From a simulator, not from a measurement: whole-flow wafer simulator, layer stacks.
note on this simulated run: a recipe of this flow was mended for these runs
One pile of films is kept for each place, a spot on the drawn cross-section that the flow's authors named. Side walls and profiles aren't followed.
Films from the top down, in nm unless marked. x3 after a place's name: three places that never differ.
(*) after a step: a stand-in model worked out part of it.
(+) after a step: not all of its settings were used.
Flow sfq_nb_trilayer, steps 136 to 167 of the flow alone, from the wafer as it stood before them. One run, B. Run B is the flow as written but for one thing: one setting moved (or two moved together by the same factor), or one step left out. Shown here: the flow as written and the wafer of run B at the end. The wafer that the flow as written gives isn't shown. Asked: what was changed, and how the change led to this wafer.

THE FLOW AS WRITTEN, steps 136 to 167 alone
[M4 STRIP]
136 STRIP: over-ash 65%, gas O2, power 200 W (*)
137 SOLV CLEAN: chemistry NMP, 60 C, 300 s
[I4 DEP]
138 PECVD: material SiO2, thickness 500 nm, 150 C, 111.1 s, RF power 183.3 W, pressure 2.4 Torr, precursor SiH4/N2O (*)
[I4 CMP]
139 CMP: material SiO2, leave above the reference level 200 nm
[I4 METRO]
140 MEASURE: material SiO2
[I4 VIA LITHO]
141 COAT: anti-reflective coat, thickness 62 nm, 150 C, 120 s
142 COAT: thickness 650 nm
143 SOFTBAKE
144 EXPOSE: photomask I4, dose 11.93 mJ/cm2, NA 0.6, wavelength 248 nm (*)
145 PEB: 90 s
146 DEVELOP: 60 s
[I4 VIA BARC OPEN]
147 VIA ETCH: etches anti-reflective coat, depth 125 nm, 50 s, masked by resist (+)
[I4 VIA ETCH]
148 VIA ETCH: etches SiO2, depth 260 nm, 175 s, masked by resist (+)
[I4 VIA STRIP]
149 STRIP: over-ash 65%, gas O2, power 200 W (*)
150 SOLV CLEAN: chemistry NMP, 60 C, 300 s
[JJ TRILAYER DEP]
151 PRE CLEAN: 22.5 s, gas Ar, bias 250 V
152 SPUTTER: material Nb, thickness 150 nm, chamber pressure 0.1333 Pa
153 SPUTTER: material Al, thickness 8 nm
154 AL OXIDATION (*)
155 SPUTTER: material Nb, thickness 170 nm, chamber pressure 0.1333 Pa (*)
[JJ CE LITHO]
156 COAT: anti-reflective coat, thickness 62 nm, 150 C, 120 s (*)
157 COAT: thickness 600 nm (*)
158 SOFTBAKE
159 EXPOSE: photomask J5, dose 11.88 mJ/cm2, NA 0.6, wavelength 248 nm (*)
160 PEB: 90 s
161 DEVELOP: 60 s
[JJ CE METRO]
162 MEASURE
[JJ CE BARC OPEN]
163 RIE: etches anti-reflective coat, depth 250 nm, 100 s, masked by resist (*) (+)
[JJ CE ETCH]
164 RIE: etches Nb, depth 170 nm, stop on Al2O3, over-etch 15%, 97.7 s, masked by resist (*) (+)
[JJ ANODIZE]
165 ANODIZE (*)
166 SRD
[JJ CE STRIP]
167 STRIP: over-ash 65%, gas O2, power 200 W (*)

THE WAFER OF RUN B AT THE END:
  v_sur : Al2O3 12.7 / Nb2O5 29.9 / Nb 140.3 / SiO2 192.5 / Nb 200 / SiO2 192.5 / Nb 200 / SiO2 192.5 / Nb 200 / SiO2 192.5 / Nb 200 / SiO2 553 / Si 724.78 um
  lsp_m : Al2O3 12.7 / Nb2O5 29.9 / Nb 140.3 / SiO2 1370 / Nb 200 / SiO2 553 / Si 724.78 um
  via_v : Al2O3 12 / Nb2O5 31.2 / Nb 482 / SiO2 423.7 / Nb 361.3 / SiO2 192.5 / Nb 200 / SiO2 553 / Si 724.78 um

The cause: step 138, PECVD: material SiO2, thickness 500 nm, 150 C, 111.1 s, RF power 183.3 W, pressure 2.4 Torr, precursor SiH4/N2O (*), was left out.

How the change led to this, step by step:
  139 CMP: material SiO2, leave above the reference level 200 nm
      field_l, be, be_sur and 55 more: nothing (as written it would be: SiO2 -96)
      v_sur, via_wl, via_w and 35 more: Nb -192.5 (as written it would be: SiO2 -300)
      (and at 10 more places)
  141 COAT: anti-reflective coat, thickness 62 nm, 150 C, 120 s
      m0r_space_l, m0r_space_r, r5r_line_c, m6r_space_l x2, m6r_space_r x2: anti-reflective coat +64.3 (new film) (as written it would be: anti-reflective coat +62 (new film))
      m0r_line_l x3, m0r_line_r x3: anti-reflective coat +63.5 (new film) (as written it would be: anti-reflective coat +62 (new film))
      (and at 46 more places)
  147 VIA ETCH: etches anti-reflective coat, depth 125 nm, 50 s, masked by resist (+)
      via_wl: anti-reflective coat -60 (all of it) (as written it would be: anti-reflective coat -62 (all of it), SiO2 -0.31)
      via_wr: anti-reflective coat -59.4 (all of it) (as written it would be: anti-reflective coat -62 (all of it), SiO2 -0.31)
  148 VIA ETCH: etches SiO2, depth 260 nm, 175 s, masked by resist (+)
      via_wl, via_w, via_wr: Nb -7.5 (all of it), SiO2 -170 (as written it would be: SiO2 -199.7 (all of it), Nb -5.03)
  149 STRIP: over-ash 65%, gas O2, power 200 W (*)
      m0r_space_l, m0r_space_r, r5r_line_c, m6r_space_l x2, m6r_space_r x2: KrF-resist-other-grade -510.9 (all of it), anti-reflective coat -64.3 (all of it) (as written it would be: KrF-resist-other-grade -510.8 (all of it), anti-reflective coat -62 (all of it))
      m0r_line_l x3, m0r_line_r x3: KrF-resist-other-grade -511.6 (all of it), anti-reflective coat -63.5 (all of it) (as written it would be: KrF-resist-other-grade -510.8 (all of it), anti-reflective coat -62 (all of it))
      (and at 44 more places)
  151 PRE CLEAN: 22.5 s, gas Ar, bias 250 V
      v_sur, via_sp, via_v and 33 more: Nb -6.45 (as written it would be: SiO2 -7.5)
      via_wl, via_w, via_wr: SiO2 -7.5 (as written it would be: Nb -6.45)
  152 SPUTTER: material Nb, thickness 150 nm, chamber pressure 0.1333 Pa
      v_sur, via_sp, wire and 32 more: Nb +150 (as written it would be: Nb +150 (new film))
      via_wl, via_w, via_wr: Nb +132.8 (new film) (as written it would be: Nb +129.8)
      (and at 1 more place)
  155 SPUTTER: material Nb, thickness 170 nm, chamber pressure 0.1333 Pa (*)
      via_wl, via_wr: Nb +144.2 (new film) (as written it would be: Nb +139.9 (new film))
      via_w: Nb +144.6 (new film) (as written it would be: Nb +140.2 (new film))
      (and at 1 more place)
  156 COAT: anti-reflective coat, thickness 62 nm, 150 C, 120 s (*)
      m0r_line_l x3, m0r_line_r x3: anti-reflective coat +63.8 (new film) (as written it would be: anti-reflective coat +62 (new film))
      wl_d_sr, r5r_spacepad_l, r5r_spacepad_r, m8r_pad_l, m8r_pad_r: anti-reflective coat +65.5 (new film) (as written it would be: anti-reflective coat +62 (new film))
      (and at 51 more places)
  157 COAT: thickness 600 nm (*)
      via_w: KrF-resist-other-grade +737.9 (new film) (as written it would be: KrF-resist-other-grade +766.6 (new film))
  161 DEVELOP: 60 s
      via_w: KrF-resist-other-grade -736.3 (all of it) (as written it would be: KrF-resist-other-grade -764.9 (all of it))
  163 RIE: etches anti-reflective coat, depth 250 nm, 100 s, masked by resist (*) (+)
      m0r_line_l x3, m0r_line_r x3: anti-reflective coat -63.8 (all of it) (as written it would be: anti-reflective coat -62 (all of it))
      wl_d_sr, r5r_spacepad_l, r5r_spacepad_r, m8r_pad_l, m8r_pad_r: anti-reflective coat -65.5 (all of it) (as written it would be: anti-reflective coat -62 (all of it))
      (and at 51 more places)
  164 RIE: etches Nb, depth 170 nm, stop on Al2O3, over-etch 15%, 97.7 s, masked by resist (*) (+)
      via_wl, via_wr: Nb -144.2 (all of it), Al2O3 -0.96 (all of it) (as written it would be: Nb -139.9 (all of it), Al2O3 -0.96 (all of it))
      via_w: Nb -144.6 (all of it), Al2O3 -0.96 (all of it) (as written it would be: Nb -140.2 (all of it), Al2O3 -0.96 (all of it))
      (and at 1 more place)
  165 ANODIZE (*)
      via_v: Al2O3 +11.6, Nb2O5 +31.2 (new film), Al -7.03 (all of it), Nb -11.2 (as written it would be: Al2O3 +12.2, Nb2O5 +29.9 (new film), Al -7.42 (all of it), Nb -10.8)
Counting metal films that touch as one body, v_sur has 5 bodies (between them, from the top down: SiO2 192.5; SiO2 192.5; SiO2 192.5; SiO2 192.5); the flow as written gives 6 bodies (between them, from the top down: SiO2 192.5; SiO2 192.5; SiO2 192.5; SiO2 192.5; SiO2 192.5).
Counting metal films that touch as one body, lsp_m has 2 bodies (between them, from the top down: SiO2 1370); the flow as written gives 3 bodies (between them, from the top down: SiO2 192.5; SiO2 1370).
Counting metal films that touch as one body, via_v has 3 bodies (between them, from the top down: SiO2 423.7; SiO2 192.5); the flow as written gives 4 bodies (between them, from the top down: SiO2 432; SiO2 423.7; SiO2 192.5).
